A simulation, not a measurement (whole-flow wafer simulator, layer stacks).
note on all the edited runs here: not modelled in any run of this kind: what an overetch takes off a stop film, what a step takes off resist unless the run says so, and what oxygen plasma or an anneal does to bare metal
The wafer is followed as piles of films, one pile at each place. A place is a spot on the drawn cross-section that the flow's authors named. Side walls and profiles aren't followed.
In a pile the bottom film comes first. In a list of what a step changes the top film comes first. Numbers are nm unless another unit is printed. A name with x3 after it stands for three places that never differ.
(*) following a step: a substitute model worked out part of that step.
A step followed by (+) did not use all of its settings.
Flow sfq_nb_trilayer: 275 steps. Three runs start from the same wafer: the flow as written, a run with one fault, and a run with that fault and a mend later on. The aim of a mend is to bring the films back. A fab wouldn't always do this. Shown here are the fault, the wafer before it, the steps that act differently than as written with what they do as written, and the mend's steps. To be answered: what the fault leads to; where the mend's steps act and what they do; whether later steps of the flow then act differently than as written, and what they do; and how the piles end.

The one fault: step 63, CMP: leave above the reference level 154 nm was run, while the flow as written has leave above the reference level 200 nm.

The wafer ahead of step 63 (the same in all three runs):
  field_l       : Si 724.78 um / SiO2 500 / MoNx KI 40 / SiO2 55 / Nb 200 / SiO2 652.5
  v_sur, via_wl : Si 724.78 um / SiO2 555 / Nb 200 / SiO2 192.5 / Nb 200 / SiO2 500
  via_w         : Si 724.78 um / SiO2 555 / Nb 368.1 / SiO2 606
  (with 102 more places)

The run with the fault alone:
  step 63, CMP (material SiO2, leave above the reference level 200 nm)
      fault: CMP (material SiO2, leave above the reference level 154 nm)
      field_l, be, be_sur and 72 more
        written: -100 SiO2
        fault: -146 SiO2
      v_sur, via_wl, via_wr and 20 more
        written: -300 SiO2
        fault: -346 SiO2
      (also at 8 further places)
  Steps further on in the flow that do not act as written (not shown: 4 more steps that differ only slightly, by at most 2% or 0.5 nm, whichever is larger):
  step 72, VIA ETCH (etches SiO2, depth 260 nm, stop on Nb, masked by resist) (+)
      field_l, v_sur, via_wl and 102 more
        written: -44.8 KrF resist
        fault: -39.8 KrF resist
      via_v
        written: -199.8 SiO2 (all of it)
        fault: -153.8 SiO2 (all of it)
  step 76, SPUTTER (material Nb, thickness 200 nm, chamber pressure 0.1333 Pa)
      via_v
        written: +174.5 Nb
        fault: +183.9 Nb
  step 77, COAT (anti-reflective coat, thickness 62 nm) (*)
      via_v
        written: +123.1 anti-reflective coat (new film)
        fault: +112 anti-reflective coat (new film)
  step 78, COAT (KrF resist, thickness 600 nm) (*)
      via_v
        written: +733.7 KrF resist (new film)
        fault: +696.6 KrF resist (new film)
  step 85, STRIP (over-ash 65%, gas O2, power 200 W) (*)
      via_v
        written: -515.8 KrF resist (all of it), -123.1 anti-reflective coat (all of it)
        fault: -478.7 KrF resist (all of it), -112 anti-reflective coat (all of it)
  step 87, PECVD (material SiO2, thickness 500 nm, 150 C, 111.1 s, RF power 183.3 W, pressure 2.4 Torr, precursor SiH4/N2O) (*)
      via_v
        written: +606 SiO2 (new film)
        fault: +526.1 SiO2 (new film)
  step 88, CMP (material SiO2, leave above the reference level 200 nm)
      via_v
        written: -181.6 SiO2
        fault: -157.1 SiO2
  The piles end different from the flow's at v_sur, via_wl, via_w and 78 more by more than 2% or 0.5 nm, whichever is larger.
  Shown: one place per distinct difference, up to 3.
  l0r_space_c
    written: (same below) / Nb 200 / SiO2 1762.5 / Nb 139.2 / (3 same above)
    fault: (same below) / Nb 200 / SiO2 1716.5 / Nb 139.2 / (3 same above)
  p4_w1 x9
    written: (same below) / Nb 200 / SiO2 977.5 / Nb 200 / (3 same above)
    fault: (same below) / Nb 200 / SiO2 931.5 / Nb 200 / (3 same above)
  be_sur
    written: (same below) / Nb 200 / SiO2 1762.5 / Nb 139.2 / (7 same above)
    fault: (same below) / Nb 200 / SiO2 1716.5 / Nb 139.2 / (7 same above)

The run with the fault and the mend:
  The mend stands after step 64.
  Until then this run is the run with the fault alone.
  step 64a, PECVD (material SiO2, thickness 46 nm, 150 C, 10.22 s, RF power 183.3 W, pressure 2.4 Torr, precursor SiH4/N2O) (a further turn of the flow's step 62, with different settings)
      field_l, v_sur, via_wl and 103 more
        +46 SiO2
  Later steps of the flow that are run all act as written at every place that is followed.
  At every place that both follow, the piles at the end match the flow's.
